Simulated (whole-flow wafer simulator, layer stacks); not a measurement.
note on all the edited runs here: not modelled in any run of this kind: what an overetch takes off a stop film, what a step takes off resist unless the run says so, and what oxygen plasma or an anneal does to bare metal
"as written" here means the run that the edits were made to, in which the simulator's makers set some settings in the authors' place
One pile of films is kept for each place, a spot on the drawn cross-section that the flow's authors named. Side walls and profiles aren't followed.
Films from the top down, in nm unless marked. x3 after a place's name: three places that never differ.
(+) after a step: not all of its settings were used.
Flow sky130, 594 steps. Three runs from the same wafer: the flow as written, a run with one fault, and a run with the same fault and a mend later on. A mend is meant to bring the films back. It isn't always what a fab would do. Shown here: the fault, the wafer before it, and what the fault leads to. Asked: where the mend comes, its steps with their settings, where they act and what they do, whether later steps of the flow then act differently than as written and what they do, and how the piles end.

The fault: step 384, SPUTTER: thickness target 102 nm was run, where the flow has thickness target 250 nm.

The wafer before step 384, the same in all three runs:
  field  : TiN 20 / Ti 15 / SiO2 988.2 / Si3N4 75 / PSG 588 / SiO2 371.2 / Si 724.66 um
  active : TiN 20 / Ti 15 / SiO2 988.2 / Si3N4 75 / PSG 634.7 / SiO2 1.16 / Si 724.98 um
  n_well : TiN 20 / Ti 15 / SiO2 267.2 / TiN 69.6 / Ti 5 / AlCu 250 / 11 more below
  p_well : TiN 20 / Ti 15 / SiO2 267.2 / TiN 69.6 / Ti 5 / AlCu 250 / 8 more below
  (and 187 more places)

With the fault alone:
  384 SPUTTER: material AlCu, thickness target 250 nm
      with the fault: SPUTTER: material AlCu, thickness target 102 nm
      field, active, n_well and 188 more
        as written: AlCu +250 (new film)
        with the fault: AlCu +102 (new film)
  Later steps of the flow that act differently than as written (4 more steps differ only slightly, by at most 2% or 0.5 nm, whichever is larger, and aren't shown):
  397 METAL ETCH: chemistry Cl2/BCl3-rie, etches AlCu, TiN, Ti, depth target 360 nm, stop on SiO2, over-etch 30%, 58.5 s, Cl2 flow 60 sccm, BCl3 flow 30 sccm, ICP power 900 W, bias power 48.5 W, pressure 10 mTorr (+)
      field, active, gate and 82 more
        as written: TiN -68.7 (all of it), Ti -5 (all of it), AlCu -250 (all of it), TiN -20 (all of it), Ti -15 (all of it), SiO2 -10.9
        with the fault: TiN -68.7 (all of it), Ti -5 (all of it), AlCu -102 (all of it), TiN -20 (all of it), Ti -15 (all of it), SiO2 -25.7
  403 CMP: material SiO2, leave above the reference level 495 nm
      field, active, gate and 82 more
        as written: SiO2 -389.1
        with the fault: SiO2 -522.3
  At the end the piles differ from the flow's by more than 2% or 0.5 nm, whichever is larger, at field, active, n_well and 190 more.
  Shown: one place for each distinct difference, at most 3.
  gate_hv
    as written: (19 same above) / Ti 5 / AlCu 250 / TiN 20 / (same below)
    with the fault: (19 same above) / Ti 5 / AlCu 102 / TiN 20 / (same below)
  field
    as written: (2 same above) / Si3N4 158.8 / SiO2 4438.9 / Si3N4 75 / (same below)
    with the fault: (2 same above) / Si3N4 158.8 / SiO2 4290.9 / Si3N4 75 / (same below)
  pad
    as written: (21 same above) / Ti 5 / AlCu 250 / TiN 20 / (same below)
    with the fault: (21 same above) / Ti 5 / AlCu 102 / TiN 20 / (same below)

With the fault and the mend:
  The mend comes after step 384.
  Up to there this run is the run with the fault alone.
  384a SPUTTER: material AlCu, thickness target 148 nm (the flow's step 384 once more, with other settings)
      field, active, n_well and 188 more
        AlCu +148
  No later step of the flow acts differently than as written at any place that is followed.
  At the end the piles are the same as the flow's at every place that both follow.
